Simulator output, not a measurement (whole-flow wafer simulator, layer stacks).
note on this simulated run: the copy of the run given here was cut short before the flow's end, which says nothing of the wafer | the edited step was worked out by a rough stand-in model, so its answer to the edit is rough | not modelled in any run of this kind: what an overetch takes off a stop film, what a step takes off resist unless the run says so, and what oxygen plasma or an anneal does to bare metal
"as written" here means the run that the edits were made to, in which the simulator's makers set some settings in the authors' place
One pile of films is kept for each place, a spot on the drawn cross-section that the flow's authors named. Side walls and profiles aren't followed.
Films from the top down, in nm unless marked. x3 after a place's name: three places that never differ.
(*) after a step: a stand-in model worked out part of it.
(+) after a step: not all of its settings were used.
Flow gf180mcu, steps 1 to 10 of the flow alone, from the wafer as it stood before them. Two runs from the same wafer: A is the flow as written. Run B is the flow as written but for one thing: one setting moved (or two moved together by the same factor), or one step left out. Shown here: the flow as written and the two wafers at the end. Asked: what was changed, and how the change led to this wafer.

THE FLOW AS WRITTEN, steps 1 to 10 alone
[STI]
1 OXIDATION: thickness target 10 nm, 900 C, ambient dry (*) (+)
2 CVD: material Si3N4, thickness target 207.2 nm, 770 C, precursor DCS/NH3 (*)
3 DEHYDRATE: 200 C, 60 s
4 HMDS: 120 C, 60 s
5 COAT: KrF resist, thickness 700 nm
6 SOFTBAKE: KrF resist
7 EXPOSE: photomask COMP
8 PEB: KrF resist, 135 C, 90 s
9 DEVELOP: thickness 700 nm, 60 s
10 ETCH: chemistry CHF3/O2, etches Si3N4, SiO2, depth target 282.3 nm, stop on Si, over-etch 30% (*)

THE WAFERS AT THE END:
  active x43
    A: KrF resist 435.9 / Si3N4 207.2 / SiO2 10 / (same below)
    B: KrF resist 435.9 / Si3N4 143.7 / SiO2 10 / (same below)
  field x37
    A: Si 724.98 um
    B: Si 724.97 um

The cause: step 2, CVD: thickness target 143.7 nm was run, where the flow has thickness target 207.2 nm.
It can be read off the wafer: active x43 has Si3N4 143.7, and step 2 as written asks for 207.2 nm.

How the change led to this, step by step:
  2 CVD: material Si3N4, thickness target 207.2 nm, 770 C, precursor DCS/NH3 (*)
      field x37, active x43: A Si3N4 +207.2 (new film) | B Si3N4 +143.7 (new film)
  10 ETCH: chemistry CHF3/O2, etches Si3N4, SiO2, depth target 282.3 nm, stop on Si, over-etch 30% (*)
      field x37: A Si3N4 -207.2 (all of it), SiO2 -10 (all of it), Si -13 | B Si3N4 -143.7 (all of it), SiO2 -10 (all of it), Si -25.7
